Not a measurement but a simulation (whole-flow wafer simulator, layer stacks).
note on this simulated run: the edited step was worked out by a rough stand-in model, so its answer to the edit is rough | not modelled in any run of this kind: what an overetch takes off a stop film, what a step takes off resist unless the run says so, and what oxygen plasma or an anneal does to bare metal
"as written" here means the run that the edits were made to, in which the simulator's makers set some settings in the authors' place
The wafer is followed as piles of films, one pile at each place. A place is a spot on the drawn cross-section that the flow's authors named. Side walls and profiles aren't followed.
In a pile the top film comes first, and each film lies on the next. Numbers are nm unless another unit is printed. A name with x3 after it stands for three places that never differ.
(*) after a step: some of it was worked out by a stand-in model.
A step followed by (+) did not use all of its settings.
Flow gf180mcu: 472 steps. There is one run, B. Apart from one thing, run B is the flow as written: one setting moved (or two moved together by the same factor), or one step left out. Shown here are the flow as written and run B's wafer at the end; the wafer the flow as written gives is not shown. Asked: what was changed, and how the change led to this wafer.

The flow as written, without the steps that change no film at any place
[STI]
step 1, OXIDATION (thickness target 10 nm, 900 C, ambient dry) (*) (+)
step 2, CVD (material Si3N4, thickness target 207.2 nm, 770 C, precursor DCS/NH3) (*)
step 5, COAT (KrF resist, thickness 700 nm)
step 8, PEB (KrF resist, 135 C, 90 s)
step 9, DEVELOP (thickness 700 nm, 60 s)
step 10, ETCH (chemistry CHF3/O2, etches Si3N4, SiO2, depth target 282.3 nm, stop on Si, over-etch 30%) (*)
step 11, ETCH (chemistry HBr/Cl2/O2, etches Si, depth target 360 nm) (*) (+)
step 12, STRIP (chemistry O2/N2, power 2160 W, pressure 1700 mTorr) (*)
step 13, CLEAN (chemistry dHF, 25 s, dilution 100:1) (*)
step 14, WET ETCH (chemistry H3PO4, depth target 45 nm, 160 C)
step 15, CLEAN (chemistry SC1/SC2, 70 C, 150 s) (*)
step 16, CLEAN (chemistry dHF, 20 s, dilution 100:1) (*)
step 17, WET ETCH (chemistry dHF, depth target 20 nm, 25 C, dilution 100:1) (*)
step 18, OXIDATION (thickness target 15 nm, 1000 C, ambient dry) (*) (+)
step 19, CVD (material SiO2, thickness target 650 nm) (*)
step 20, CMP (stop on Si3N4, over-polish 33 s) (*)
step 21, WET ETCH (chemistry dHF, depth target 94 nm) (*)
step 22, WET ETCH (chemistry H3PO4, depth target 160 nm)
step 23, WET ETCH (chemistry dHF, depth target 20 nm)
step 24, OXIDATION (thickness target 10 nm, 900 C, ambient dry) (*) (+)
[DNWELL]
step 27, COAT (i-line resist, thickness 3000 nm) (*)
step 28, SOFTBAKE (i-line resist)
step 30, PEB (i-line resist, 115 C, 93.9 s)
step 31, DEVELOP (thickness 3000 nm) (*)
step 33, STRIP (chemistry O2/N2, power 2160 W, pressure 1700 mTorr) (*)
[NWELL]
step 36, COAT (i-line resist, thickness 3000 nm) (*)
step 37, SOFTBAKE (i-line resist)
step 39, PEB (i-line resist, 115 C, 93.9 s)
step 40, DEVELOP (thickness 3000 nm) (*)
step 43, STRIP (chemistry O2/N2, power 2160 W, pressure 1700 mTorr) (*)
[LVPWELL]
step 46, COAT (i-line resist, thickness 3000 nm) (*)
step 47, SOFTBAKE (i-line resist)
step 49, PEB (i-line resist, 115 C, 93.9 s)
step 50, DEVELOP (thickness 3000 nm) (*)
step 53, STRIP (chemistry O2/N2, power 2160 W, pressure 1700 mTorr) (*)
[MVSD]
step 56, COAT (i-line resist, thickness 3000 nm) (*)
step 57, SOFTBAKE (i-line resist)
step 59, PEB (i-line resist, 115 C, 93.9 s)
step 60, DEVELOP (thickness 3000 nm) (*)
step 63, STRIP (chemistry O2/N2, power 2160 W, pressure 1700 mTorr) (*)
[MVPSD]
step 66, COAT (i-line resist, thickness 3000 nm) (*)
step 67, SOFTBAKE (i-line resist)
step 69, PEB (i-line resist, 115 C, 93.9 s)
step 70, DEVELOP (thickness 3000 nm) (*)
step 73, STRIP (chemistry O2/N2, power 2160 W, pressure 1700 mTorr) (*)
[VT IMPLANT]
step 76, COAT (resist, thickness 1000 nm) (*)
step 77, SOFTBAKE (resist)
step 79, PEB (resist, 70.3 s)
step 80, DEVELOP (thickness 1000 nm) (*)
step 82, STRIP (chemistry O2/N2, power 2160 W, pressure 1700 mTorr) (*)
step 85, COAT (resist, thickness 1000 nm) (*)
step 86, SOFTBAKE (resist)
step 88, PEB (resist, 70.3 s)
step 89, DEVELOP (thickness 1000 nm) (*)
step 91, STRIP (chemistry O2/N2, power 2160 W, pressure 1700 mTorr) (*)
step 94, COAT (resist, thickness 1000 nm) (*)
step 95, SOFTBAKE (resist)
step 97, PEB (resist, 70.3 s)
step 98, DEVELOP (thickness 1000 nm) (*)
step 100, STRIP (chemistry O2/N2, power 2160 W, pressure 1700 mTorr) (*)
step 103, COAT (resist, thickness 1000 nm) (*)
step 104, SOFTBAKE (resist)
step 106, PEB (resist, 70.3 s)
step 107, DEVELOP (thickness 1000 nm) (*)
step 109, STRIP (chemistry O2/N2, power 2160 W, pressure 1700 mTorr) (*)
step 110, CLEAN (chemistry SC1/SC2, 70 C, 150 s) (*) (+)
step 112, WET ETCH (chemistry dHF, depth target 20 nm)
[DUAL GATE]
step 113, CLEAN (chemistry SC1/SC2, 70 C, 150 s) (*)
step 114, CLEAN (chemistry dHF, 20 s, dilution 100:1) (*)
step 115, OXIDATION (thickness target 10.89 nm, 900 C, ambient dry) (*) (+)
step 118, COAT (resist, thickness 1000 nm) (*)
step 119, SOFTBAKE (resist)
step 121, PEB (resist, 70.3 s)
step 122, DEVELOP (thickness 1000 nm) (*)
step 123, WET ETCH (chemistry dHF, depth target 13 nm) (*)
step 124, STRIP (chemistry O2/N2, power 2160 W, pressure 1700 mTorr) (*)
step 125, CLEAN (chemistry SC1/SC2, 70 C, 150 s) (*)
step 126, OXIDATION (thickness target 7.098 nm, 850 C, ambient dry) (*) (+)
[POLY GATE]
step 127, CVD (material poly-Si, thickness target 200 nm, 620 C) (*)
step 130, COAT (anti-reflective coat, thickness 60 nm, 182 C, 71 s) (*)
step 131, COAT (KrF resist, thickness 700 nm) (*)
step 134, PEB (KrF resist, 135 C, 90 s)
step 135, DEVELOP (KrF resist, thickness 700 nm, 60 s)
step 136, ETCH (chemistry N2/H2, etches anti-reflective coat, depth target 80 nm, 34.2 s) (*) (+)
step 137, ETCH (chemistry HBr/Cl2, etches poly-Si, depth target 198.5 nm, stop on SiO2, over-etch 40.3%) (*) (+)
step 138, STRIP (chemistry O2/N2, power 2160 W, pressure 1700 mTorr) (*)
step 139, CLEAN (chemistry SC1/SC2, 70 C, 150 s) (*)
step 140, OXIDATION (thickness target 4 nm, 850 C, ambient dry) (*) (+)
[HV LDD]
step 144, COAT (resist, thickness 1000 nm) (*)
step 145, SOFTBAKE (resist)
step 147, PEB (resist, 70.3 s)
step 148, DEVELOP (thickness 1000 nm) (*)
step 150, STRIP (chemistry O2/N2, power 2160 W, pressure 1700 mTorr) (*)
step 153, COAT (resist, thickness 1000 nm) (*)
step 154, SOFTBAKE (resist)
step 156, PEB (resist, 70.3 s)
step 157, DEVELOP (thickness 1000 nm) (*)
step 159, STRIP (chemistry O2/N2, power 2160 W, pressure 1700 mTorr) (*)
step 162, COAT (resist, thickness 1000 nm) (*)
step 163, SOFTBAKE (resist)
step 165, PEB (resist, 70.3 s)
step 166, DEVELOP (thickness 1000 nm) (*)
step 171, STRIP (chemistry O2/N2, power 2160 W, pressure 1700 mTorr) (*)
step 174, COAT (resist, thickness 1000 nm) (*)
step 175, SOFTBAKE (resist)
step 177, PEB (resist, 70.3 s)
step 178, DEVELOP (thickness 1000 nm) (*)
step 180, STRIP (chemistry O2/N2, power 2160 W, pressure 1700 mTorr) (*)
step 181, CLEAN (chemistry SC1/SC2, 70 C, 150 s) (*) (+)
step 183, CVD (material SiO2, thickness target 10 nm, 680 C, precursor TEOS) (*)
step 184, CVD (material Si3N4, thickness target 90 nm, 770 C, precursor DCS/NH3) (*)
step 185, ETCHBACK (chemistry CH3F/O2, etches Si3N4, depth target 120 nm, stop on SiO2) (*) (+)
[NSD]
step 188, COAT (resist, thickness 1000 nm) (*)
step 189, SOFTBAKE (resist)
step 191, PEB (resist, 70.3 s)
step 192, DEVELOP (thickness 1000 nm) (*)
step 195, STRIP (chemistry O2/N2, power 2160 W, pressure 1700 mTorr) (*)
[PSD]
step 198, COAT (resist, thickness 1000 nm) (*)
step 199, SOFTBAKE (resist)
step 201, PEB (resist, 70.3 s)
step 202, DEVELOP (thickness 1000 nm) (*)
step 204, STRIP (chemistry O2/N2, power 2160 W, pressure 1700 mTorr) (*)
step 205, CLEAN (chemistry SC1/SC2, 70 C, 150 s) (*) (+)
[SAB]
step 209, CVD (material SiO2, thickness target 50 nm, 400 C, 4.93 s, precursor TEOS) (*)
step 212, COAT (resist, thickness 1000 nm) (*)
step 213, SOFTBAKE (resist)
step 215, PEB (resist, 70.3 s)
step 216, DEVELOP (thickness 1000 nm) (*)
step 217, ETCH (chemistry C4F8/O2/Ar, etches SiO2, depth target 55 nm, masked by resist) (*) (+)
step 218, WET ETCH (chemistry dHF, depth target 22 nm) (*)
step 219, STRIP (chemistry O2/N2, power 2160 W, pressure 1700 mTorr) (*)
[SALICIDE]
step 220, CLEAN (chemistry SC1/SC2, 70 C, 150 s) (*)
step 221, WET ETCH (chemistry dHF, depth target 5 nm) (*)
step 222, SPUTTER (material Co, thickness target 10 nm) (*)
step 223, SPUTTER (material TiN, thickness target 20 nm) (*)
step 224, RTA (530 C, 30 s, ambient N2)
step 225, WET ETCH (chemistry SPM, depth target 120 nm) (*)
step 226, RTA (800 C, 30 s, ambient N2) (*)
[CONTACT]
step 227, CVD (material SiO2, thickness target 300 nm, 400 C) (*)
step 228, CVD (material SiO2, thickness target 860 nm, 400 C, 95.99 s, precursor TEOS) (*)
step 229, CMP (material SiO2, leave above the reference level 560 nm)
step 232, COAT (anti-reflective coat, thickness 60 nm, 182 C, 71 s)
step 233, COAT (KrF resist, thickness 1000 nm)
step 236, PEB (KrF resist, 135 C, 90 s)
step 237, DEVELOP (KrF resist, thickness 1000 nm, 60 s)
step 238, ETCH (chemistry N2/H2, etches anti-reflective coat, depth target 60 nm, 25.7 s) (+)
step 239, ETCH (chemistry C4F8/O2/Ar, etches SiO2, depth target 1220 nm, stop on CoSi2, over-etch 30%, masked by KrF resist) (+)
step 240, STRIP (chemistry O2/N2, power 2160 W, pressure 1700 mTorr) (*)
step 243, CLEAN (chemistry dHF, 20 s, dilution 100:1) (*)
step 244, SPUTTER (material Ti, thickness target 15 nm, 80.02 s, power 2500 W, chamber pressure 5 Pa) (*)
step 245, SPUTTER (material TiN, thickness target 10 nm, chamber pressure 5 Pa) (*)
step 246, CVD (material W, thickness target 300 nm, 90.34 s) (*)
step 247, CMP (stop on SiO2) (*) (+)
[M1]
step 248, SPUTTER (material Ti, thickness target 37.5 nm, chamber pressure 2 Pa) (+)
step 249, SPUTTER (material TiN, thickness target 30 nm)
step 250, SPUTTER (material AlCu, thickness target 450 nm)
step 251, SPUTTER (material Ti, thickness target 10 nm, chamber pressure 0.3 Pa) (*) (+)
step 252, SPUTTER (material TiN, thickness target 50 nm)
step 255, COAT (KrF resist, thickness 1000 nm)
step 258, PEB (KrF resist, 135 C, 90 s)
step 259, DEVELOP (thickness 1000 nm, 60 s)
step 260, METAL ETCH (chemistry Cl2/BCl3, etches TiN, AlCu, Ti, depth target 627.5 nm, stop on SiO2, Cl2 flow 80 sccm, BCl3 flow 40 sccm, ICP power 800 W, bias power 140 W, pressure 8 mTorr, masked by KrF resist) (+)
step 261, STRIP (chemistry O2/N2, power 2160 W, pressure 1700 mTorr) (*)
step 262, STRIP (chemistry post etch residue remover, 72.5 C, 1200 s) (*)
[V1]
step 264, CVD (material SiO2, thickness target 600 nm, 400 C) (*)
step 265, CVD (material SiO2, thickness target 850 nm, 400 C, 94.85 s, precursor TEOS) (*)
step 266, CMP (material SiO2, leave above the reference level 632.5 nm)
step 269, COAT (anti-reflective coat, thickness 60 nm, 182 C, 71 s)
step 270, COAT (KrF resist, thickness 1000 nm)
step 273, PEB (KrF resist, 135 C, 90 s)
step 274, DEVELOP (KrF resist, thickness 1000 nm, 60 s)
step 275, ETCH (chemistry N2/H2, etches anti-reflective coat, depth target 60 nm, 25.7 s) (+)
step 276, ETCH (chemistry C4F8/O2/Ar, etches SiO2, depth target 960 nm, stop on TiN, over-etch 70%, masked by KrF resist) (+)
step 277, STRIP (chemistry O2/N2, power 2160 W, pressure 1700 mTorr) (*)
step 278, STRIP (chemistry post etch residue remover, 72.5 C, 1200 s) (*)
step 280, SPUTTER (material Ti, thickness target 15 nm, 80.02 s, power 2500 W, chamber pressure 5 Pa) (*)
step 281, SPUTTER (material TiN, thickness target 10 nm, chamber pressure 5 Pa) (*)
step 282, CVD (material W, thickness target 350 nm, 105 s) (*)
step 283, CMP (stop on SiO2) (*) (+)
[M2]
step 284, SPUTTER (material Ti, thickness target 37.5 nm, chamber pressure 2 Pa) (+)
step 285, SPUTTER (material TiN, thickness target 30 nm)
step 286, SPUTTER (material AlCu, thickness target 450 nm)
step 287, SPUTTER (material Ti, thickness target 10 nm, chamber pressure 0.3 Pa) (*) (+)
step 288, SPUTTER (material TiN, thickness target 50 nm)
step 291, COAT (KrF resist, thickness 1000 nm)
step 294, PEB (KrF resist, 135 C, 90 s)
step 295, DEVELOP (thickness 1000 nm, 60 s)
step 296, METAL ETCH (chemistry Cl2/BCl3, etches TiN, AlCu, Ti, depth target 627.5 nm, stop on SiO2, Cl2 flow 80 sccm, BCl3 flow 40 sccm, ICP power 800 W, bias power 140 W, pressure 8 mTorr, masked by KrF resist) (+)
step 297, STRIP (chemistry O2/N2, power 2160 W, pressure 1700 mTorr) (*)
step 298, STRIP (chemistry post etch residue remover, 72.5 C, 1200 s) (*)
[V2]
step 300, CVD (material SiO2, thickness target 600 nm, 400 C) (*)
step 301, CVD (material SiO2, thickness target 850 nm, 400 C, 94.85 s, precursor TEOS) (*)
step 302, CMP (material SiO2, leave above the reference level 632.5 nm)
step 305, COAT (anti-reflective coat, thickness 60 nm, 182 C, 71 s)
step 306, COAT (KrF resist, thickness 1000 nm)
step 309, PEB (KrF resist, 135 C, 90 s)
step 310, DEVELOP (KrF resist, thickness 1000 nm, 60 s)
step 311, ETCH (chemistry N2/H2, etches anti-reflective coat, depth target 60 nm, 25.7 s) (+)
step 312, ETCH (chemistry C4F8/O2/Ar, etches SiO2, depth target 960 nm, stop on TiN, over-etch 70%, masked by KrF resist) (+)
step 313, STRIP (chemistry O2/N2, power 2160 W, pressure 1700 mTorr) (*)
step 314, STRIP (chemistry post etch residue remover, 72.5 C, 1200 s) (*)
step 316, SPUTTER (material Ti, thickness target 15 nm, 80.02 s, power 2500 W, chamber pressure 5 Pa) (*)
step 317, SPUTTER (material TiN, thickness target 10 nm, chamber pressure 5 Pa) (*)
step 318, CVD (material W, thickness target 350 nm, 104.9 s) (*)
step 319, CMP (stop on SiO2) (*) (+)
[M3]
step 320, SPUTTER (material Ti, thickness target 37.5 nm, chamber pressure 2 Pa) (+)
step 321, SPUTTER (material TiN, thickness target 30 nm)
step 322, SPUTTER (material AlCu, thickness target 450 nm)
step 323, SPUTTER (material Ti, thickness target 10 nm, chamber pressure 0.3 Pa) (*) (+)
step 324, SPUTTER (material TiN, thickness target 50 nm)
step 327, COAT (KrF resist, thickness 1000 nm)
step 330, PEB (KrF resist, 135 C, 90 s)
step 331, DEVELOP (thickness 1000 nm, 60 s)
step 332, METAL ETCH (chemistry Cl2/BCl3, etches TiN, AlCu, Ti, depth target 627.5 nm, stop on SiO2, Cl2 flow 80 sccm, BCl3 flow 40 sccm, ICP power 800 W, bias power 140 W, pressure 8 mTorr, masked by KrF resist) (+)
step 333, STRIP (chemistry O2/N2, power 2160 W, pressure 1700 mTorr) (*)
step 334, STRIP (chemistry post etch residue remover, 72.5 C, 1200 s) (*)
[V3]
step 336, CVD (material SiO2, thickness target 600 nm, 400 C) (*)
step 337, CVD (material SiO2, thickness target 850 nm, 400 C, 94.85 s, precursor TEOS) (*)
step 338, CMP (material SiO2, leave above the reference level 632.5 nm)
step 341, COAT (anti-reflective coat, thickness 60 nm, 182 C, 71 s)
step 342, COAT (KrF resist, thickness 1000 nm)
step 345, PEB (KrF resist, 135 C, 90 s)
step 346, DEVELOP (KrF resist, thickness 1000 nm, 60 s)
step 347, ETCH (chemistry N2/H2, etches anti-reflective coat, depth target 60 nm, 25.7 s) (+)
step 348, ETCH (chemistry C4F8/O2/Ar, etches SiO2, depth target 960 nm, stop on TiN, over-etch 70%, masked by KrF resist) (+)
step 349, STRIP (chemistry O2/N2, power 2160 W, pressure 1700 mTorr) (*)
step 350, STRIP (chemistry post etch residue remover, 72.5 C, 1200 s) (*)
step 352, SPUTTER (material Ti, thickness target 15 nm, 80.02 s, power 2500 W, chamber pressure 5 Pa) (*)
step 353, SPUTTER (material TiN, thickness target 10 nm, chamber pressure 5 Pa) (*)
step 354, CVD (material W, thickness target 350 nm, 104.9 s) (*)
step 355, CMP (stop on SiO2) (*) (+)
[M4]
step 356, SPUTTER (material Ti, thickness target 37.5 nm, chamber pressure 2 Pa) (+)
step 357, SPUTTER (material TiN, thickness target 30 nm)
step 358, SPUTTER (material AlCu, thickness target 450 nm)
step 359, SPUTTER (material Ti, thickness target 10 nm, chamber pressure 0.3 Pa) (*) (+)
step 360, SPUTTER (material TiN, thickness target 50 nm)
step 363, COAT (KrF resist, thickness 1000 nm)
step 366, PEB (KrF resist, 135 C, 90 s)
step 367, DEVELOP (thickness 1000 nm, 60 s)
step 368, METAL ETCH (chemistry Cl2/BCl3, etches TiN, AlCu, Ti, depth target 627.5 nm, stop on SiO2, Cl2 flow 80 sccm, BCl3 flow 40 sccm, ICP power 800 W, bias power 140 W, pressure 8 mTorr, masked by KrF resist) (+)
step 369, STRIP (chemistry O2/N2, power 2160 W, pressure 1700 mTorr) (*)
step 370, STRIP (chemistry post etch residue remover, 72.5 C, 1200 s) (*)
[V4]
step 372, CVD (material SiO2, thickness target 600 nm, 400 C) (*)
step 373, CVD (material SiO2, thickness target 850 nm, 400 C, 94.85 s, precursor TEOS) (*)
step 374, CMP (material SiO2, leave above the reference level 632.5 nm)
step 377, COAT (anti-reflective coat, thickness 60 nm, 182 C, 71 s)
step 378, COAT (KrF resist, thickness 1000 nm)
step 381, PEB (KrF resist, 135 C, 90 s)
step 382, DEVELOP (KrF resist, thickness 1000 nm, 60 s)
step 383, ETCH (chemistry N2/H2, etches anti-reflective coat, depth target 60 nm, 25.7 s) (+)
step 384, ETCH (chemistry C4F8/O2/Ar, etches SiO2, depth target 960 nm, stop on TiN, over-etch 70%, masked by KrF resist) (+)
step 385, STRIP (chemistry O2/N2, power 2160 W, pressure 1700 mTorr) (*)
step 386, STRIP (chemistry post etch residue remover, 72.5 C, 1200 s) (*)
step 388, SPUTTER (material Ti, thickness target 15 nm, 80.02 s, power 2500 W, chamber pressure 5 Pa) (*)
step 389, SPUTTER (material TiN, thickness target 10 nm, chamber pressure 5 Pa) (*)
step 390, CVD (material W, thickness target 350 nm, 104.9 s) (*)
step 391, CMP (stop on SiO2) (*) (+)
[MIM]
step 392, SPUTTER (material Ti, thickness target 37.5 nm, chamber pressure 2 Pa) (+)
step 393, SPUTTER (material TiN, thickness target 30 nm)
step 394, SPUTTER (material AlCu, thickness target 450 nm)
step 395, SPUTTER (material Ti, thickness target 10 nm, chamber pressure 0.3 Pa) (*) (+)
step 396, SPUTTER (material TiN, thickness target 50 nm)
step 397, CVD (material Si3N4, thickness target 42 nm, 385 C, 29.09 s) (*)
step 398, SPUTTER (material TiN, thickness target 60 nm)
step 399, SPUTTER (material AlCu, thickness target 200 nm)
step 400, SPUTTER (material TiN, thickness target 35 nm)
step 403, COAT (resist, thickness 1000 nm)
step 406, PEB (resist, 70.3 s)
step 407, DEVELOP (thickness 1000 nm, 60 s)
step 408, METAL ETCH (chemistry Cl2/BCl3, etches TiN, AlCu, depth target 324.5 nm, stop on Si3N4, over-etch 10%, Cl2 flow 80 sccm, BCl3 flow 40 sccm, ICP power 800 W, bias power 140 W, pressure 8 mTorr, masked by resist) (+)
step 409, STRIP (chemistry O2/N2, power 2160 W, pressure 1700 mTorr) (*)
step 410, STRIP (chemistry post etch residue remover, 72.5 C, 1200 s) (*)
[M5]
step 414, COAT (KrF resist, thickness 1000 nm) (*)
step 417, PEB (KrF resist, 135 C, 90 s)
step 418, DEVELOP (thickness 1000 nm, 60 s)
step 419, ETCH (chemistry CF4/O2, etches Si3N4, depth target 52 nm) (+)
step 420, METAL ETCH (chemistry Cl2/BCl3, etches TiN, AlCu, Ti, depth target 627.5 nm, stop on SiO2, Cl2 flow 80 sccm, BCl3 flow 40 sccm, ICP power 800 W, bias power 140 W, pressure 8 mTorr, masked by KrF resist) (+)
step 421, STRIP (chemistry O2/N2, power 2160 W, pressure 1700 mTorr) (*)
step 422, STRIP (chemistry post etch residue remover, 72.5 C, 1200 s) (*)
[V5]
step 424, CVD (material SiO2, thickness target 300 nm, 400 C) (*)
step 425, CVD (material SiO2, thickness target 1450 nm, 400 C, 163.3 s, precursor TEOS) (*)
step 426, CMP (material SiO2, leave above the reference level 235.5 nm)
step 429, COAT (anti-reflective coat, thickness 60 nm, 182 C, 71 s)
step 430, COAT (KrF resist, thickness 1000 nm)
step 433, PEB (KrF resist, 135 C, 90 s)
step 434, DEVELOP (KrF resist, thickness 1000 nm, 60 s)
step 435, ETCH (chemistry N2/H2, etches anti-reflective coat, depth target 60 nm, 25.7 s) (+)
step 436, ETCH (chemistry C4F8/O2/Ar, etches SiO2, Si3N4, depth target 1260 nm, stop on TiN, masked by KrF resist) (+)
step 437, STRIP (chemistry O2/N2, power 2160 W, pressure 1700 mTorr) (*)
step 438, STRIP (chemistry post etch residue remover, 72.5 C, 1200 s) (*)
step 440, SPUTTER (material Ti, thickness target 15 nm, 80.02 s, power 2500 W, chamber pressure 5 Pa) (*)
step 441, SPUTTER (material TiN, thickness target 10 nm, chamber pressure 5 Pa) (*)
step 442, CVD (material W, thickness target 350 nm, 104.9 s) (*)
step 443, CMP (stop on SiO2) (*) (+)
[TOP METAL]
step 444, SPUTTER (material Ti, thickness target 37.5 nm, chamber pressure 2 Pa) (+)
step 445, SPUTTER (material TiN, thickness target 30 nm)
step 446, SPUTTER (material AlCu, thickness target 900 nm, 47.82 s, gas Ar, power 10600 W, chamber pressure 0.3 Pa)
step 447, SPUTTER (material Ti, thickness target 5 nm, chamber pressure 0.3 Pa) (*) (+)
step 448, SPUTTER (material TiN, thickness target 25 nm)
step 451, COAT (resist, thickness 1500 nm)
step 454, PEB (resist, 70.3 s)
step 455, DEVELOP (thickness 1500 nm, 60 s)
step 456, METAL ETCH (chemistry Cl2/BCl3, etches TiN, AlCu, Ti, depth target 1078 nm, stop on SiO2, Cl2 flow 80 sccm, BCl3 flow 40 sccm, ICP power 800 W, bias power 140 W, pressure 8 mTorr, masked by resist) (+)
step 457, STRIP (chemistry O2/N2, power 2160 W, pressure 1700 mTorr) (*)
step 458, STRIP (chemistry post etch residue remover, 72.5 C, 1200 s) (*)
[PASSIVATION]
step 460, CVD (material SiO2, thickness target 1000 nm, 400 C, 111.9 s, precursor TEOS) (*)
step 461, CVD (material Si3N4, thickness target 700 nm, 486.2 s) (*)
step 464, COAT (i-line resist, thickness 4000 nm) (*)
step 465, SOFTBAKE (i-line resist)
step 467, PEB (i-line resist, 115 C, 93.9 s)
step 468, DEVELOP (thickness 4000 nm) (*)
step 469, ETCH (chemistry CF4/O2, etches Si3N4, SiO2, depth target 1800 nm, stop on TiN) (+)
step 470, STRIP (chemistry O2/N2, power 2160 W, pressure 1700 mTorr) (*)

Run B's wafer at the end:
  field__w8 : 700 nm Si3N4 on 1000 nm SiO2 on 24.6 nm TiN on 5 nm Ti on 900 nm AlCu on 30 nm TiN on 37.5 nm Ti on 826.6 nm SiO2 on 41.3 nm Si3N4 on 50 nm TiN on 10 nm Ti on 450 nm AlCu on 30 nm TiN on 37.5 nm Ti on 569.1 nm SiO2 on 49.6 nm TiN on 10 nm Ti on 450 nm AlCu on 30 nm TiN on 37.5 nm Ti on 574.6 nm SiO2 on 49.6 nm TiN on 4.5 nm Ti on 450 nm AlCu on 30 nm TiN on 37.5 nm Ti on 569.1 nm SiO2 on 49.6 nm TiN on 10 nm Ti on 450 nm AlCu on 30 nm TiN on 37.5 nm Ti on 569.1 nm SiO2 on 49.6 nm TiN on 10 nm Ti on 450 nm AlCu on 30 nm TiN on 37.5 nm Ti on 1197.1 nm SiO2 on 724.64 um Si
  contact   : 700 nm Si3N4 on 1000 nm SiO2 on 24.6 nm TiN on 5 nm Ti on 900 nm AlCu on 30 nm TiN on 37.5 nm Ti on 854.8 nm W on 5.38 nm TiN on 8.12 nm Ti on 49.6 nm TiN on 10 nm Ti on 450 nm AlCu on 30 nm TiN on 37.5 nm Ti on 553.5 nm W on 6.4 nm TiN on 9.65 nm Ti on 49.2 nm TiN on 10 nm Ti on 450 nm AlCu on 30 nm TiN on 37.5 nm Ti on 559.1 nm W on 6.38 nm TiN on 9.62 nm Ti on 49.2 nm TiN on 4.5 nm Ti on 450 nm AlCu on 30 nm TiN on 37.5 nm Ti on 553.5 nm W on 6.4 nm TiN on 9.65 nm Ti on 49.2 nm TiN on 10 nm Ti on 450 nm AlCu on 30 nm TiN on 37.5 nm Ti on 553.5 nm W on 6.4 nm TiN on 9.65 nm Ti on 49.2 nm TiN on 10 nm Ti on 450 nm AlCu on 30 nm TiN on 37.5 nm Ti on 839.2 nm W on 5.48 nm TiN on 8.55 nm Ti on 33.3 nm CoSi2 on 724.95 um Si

What caused this: step 323, SPUTTER: thickness target 4.5 nm was run, whereas the flow has thickness target 10 nm.
One can read it off the wafer: field__w8 has Ti 4.5, and step 323 as written asks for 10 nm.

How this came from the change, step by step:
  step 323, SPUTTER (material Ti, thickness target 10 nm, chamber pressure 0.3 Pa) (*) (+)
      field, field__w1, field__w2 and 108 more: +4.5 Ti (new film) (as written it would have been: +10 Ti (new film))
  step 332, METAL ETCH (chemistry Cl2/BCl3, etches TiN, AlCu, Ti, depth target 627.5 nm, stop on SiO2, Cl2 flow 80 sccm, BCl3 flow 40 sccm, ICP power 800 W, bias power 140 W, pressure 8 mTorr, masked by KrF resist) (+)
      field, field__w1, field__w2 and 103 more: -50 TiN (all of it), -4.5 Ti (all of it), -450 AlCu (all of it), -30 TiN (all of it), -37.5 Ti (all of it) (as written it would have been: -50 TiN (all of it), -10 Ti (all of it), -450 AlCu (all of it), -30 TiN (all of it), -37.5 Ti (all of it))
